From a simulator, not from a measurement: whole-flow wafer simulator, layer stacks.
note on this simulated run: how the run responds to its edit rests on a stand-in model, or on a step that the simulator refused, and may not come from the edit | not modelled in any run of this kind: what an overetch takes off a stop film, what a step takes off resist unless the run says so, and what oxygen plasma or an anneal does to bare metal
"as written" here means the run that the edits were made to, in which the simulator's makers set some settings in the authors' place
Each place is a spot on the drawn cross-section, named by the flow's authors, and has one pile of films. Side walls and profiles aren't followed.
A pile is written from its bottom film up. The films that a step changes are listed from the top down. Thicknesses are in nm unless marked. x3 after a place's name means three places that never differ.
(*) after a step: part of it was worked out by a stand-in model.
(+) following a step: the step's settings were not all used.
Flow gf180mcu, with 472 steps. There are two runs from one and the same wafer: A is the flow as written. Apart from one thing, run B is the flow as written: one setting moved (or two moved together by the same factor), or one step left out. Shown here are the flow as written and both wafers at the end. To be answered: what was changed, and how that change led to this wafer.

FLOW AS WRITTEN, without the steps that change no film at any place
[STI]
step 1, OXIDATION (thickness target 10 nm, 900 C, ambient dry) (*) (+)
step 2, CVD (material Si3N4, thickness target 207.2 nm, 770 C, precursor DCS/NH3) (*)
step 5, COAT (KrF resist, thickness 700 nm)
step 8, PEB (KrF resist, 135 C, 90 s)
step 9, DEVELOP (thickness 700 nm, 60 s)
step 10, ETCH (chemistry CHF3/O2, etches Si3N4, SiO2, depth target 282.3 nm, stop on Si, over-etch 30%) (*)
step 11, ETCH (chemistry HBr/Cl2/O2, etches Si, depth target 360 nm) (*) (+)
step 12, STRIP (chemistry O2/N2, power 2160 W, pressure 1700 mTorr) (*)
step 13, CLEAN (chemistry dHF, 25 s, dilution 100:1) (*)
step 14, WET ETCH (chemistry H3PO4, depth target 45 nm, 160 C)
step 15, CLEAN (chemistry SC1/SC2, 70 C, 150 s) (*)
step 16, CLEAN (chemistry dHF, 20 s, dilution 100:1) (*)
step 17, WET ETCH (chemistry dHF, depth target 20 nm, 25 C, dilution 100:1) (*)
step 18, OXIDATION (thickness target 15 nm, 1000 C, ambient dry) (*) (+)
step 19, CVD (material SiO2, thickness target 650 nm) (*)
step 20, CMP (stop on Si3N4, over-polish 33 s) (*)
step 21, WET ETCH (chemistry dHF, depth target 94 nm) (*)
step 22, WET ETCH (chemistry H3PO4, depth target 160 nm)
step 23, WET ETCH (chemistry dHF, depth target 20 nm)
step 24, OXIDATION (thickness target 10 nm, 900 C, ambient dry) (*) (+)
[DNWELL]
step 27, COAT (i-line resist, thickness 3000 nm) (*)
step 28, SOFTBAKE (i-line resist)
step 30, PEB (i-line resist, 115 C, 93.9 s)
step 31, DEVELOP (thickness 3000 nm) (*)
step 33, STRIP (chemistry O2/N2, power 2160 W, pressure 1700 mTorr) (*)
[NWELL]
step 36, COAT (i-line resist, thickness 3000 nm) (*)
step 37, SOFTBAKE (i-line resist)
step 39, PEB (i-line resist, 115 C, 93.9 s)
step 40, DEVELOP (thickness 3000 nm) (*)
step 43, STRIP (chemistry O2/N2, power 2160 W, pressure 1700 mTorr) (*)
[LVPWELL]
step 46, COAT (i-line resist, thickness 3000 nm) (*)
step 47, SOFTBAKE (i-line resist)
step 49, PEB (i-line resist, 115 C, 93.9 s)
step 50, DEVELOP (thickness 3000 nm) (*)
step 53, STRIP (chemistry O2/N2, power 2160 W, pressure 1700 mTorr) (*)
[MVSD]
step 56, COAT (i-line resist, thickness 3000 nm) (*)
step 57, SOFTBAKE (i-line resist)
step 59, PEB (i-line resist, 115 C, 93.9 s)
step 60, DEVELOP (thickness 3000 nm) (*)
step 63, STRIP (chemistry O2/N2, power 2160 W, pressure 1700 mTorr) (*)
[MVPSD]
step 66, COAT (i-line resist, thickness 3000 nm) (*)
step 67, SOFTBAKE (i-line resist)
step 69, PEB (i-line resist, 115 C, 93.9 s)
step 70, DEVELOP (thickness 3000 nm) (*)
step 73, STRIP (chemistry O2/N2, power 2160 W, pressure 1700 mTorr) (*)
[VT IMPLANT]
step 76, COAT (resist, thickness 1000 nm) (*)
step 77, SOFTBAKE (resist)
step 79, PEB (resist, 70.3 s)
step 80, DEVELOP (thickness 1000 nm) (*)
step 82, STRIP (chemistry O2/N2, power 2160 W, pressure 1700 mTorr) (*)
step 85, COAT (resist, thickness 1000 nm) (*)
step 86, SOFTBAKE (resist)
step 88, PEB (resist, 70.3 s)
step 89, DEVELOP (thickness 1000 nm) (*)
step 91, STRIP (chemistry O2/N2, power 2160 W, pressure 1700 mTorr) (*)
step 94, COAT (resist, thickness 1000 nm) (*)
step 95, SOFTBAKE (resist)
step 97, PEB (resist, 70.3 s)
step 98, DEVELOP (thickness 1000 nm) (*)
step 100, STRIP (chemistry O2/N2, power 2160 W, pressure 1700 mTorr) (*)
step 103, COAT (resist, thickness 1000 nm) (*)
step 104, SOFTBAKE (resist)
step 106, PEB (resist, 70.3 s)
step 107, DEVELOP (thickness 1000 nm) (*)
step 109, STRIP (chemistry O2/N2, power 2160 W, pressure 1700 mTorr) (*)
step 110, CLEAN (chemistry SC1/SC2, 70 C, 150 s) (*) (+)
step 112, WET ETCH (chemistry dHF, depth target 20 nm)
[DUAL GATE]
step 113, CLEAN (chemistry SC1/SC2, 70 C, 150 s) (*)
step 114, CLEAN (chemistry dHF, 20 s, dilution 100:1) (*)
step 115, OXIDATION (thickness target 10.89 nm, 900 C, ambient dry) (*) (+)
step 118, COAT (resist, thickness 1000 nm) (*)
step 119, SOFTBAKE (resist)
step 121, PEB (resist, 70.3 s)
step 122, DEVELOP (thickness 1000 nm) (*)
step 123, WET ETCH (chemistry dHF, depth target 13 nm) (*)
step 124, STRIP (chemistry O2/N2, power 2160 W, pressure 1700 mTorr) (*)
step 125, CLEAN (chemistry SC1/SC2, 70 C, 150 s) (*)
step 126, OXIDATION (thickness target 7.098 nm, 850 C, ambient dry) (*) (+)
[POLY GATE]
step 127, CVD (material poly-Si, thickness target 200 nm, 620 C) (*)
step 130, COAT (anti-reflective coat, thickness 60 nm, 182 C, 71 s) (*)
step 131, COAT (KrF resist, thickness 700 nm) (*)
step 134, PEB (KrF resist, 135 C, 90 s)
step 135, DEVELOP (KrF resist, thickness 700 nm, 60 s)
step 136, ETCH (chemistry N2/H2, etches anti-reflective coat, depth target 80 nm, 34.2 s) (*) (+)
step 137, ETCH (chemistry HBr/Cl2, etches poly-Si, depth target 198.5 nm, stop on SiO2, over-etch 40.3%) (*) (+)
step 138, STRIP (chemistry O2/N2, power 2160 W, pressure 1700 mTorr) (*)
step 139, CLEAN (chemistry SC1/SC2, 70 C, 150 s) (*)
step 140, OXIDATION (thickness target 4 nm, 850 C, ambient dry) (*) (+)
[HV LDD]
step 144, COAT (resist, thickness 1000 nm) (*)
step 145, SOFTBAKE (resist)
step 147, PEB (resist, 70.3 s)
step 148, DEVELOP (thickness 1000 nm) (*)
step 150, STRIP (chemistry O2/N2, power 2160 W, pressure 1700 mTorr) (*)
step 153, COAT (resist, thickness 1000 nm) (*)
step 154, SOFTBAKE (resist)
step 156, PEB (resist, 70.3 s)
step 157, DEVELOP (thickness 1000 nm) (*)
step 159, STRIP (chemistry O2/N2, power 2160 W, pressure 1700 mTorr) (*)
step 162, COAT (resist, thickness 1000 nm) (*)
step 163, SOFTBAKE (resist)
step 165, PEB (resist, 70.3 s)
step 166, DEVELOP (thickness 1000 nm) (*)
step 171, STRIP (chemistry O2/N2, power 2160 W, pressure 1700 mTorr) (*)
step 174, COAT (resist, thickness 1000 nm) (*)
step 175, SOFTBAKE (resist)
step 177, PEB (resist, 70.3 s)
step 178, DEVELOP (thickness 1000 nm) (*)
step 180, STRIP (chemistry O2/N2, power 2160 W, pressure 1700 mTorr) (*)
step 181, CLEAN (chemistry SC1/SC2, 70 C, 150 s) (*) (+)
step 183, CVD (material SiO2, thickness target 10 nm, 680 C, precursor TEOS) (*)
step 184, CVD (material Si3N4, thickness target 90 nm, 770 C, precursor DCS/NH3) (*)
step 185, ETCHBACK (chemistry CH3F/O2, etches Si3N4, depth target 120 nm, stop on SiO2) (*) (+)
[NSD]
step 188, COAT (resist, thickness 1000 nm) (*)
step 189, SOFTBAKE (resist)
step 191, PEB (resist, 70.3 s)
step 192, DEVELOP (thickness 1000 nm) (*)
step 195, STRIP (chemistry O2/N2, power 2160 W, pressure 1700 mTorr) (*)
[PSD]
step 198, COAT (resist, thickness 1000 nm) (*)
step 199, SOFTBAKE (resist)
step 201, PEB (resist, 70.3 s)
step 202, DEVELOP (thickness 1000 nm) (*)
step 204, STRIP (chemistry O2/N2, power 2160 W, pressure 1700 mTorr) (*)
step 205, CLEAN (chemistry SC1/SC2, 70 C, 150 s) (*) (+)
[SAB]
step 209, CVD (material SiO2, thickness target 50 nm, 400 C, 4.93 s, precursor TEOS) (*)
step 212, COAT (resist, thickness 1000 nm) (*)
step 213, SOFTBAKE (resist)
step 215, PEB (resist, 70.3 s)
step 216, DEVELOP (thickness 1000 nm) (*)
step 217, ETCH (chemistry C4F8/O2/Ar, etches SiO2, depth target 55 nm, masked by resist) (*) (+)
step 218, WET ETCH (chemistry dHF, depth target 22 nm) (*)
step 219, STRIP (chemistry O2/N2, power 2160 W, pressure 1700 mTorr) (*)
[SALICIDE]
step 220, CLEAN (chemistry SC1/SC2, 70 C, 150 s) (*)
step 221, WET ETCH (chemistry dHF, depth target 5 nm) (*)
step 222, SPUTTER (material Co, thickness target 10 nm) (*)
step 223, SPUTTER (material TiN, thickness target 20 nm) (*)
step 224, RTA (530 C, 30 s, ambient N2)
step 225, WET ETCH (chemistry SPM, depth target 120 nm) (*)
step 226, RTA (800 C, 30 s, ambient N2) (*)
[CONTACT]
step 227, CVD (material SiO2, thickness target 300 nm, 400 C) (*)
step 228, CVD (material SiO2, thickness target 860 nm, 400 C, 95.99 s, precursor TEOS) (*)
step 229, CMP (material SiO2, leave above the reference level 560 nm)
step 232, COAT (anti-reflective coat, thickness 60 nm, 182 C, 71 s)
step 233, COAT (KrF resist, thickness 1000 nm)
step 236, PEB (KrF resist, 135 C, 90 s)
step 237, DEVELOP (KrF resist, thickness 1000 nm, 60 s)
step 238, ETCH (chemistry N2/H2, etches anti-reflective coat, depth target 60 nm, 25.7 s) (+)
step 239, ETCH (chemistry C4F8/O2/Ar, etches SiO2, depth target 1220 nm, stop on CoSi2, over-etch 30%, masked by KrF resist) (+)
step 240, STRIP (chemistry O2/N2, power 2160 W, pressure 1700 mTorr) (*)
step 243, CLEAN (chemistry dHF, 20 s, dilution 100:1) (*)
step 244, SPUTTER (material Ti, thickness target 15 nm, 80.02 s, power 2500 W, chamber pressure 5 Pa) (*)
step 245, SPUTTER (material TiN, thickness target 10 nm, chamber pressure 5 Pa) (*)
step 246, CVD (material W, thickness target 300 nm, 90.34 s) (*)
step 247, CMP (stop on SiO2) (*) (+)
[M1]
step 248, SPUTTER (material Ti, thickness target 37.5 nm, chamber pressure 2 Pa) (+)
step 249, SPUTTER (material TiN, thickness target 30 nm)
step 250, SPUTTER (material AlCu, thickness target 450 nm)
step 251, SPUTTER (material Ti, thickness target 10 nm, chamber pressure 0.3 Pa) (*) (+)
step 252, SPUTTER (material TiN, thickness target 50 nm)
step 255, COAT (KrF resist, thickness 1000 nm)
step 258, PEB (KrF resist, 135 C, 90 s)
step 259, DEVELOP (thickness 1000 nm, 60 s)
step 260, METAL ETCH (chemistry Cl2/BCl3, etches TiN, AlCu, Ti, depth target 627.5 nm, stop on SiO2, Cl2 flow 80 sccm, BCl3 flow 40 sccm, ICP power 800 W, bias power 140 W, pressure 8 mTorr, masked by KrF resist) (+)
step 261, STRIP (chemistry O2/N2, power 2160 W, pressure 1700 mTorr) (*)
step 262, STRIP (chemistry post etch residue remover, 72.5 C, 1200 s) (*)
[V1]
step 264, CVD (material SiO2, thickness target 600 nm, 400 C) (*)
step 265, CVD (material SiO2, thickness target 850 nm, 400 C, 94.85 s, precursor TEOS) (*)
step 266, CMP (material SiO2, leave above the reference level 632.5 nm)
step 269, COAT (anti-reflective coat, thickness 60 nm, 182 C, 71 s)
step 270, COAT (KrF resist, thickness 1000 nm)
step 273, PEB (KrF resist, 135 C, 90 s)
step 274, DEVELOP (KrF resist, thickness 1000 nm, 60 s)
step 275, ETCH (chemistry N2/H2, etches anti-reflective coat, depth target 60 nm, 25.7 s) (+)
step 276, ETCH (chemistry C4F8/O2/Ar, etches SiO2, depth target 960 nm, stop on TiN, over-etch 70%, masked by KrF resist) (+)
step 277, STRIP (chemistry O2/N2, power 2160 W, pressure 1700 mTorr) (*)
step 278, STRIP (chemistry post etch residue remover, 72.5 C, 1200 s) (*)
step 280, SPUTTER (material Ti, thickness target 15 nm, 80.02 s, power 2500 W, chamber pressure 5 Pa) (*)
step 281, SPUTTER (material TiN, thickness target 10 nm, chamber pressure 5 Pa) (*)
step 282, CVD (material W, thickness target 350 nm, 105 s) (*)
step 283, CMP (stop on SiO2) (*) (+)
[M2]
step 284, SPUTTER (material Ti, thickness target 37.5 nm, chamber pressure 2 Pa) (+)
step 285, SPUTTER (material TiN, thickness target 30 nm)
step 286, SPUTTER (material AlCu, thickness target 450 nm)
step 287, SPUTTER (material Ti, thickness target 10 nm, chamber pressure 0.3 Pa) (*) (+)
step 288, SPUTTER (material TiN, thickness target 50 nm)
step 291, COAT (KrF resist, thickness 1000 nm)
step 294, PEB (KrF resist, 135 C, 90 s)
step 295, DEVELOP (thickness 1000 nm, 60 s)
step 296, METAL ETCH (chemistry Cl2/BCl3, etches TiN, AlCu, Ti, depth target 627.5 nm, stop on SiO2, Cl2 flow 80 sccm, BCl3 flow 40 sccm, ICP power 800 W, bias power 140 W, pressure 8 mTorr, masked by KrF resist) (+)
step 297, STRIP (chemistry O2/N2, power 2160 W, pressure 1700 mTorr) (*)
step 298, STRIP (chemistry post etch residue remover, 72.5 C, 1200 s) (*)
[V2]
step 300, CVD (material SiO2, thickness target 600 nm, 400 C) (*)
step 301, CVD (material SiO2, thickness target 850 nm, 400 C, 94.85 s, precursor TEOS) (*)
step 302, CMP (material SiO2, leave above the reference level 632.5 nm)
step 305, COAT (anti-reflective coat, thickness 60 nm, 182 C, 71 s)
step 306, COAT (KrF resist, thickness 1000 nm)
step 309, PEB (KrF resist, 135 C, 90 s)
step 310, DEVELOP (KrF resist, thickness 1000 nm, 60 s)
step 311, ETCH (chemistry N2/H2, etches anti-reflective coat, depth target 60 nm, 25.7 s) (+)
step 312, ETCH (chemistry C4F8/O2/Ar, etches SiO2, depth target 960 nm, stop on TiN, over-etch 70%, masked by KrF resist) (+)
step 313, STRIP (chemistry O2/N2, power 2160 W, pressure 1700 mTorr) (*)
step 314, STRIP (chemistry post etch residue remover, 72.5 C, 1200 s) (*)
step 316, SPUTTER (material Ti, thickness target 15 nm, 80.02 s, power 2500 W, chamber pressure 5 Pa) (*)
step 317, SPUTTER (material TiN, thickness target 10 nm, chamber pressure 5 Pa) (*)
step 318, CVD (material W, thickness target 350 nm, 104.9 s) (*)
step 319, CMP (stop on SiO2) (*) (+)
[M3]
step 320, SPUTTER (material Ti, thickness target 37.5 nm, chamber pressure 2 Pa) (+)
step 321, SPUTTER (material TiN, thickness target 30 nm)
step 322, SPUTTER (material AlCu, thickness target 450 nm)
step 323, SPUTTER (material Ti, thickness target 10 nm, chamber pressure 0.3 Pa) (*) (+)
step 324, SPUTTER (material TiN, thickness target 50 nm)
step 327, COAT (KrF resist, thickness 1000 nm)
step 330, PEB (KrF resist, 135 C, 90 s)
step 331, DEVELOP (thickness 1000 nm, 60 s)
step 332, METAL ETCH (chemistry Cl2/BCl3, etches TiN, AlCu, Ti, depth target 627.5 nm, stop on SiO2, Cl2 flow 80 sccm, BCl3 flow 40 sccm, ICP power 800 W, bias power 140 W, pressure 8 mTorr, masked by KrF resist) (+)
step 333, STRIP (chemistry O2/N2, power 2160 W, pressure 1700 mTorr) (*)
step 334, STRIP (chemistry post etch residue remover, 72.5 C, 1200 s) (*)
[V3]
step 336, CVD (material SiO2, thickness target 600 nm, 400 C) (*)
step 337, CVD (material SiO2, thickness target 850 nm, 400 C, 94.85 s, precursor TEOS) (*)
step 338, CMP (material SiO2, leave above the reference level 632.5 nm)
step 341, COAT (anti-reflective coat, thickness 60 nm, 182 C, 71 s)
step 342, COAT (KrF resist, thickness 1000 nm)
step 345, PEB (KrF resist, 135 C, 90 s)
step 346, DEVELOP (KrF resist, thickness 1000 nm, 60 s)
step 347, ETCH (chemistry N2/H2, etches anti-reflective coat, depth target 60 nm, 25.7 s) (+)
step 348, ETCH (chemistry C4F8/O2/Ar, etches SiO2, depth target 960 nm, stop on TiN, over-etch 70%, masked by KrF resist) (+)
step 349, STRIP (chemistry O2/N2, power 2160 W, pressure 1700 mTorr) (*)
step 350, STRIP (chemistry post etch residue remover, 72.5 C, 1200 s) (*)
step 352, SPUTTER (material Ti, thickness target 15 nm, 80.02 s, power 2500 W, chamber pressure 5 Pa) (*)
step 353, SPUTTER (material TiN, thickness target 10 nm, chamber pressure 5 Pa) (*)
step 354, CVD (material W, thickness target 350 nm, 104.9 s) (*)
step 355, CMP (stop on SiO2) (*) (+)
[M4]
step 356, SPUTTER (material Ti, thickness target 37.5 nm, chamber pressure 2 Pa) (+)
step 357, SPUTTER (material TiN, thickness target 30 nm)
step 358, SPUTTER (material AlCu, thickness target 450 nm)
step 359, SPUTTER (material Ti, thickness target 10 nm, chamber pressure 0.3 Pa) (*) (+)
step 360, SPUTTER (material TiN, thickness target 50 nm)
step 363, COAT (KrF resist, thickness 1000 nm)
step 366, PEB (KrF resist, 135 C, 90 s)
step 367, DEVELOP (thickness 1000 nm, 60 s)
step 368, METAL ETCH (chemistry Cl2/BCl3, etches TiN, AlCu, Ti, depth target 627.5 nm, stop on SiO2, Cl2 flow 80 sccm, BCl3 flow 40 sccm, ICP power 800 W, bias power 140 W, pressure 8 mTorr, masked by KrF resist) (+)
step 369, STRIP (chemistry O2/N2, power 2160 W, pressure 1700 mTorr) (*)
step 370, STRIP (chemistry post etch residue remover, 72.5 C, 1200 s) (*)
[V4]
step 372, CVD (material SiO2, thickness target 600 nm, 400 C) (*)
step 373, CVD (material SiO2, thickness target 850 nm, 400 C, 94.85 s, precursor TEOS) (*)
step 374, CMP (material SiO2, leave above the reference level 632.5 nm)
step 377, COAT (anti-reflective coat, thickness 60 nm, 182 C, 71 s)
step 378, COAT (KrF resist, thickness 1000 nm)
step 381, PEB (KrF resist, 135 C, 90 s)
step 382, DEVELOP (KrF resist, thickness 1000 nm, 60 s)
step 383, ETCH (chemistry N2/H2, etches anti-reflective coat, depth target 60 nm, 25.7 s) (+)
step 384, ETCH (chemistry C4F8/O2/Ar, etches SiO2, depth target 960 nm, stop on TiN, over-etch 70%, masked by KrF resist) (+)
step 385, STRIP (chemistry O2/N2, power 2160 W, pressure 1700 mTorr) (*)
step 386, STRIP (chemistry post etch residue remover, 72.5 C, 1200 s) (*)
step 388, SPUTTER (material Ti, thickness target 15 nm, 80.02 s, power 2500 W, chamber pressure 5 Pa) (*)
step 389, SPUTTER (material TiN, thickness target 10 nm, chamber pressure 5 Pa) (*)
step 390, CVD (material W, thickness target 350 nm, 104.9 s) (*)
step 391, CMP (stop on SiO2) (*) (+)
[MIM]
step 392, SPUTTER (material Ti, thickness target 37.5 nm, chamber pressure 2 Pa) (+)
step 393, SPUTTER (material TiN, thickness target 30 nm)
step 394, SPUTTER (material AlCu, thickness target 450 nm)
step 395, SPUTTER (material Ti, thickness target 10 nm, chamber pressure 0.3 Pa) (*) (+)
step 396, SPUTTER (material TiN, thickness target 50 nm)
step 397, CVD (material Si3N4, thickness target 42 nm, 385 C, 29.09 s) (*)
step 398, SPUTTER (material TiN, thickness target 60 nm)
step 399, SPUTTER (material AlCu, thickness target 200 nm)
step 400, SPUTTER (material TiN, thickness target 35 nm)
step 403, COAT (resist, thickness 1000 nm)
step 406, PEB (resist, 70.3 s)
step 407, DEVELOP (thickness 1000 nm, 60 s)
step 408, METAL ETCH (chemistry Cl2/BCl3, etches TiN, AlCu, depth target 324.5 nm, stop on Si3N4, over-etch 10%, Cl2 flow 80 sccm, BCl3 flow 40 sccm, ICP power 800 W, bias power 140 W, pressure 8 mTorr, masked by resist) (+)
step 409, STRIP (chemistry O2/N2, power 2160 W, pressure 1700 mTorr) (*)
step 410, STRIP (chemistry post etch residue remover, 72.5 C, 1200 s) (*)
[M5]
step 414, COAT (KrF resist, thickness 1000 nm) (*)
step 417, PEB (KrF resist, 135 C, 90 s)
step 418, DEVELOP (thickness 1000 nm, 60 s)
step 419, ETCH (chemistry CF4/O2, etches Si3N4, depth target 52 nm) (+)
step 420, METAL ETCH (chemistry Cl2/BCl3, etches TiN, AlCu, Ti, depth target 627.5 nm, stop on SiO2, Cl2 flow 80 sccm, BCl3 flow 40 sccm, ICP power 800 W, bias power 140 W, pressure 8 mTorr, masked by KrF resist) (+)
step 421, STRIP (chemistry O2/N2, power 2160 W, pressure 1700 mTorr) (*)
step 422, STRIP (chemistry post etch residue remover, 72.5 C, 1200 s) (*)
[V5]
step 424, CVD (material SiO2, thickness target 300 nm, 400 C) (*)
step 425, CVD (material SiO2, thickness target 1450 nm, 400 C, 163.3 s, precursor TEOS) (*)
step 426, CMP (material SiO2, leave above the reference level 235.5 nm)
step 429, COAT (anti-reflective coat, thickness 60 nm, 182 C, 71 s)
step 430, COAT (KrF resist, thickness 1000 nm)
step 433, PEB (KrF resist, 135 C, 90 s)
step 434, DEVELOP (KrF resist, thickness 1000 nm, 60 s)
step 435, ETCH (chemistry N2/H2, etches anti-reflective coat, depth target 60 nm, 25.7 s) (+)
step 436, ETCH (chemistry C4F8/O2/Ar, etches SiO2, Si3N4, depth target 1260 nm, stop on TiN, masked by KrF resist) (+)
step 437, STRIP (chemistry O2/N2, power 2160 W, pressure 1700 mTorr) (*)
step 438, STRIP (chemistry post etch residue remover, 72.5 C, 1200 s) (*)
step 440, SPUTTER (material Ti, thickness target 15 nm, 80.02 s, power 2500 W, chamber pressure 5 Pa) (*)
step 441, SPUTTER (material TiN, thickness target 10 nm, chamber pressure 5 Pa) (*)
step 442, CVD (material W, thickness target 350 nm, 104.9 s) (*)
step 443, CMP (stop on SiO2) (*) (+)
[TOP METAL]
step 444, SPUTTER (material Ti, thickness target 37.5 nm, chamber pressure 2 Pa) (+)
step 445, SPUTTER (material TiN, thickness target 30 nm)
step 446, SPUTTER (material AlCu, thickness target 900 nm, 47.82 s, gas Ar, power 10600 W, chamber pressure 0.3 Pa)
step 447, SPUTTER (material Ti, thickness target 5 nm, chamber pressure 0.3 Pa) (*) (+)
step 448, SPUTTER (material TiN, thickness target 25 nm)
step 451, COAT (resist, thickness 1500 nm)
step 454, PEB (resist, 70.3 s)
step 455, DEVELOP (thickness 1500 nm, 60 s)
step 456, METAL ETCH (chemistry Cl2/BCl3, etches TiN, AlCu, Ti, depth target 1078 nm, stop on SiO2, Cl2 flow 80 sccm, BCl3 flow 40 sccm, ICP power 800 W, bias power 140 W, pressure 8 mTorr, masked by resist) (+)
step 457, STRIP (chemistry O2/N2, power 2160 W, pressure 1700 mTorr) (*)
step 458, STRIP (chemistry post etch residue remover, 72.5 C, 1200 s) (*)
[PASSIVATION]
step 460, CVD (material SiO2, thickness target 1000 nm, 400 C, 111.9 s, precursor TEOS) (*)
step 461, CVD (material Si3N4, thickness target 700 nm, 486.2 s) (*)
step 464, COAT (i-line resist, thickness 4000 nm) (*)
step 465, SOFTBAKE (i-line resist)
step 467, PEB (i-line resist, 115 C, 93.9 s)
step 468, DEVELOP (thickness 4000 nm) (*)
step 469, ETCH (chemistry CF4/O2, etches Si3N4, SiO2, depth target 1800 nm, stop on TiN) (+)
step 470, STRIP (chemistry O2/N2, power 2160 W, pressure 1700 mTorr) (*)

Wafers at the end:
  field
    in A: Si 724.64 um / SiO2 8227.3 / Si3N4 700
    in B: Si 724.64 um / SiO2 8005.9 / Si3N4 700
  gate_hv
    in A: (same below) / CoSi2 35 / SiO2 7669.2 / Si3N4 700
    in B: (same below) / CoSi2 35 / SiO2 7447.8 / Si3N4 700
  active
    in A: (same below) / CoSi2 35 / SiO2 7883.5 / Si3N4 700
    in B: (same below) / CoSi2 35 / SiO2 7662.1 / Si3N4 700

The reason: step 302, CMP: leave above the reference level 411.1 nm was run, whereas the flow has leave above the reference level 632.5 nm.

How this came from the change, step by step:
  step 302, CMP (material SiO2, leave above the reference level 632.5 nm)
      field, field__w1, field__w2 and 103 more: A -300 SiO2 | B -521.4 SiO2
      field__w8, contact, m1, m1__w1, m1_nw: A -877.1 SiO2 | B -1098.5 SiO2
  step 312, ETCH (chemistry C4F8/O2/Ar, etches SiO2, depth target 960 nm, stop on TiN, over-etch 70%, masked by KrF resist) (+)
      field, field__w1, field__w2 and 107 more: A -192 KrF resist | B -119.4 KrF resist
      contact: A -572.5 SiO2 (all of it) | B -351.1 SiO2 (all of it)
  step 313, STRIP (chemistry O2/N2, power 2160 W, pressure 1700 mTorr) (*)
      field, field__w1, field__w2 and 107 more: A -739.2 KrF resist (all of it), -60 anti-reflective coat (all of it) | B -811.8 KrF resist (all of it), -60 anti-reflective coat (all of it)
  step 316, SPUTTER (material Ti, thickness target 15 nm, 80.02 s, power 2500 W, chamber pressure 5 Pa) (*)
      contact: A +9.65 Ti (new film) | B +11 Ti (new film)
  step 317, SPUTTER (material TiN, thickness target 10 nm, chamber pressure 5 Pa) (*)
      contact: A +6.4 TiN (new film) | B +7.33 TiN (new film)
  step 318, CVD (material W, thickness target 350 nm, 104.9 s) (*)
      contact: A +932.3 W (new film) | B +708.6 W (new film)
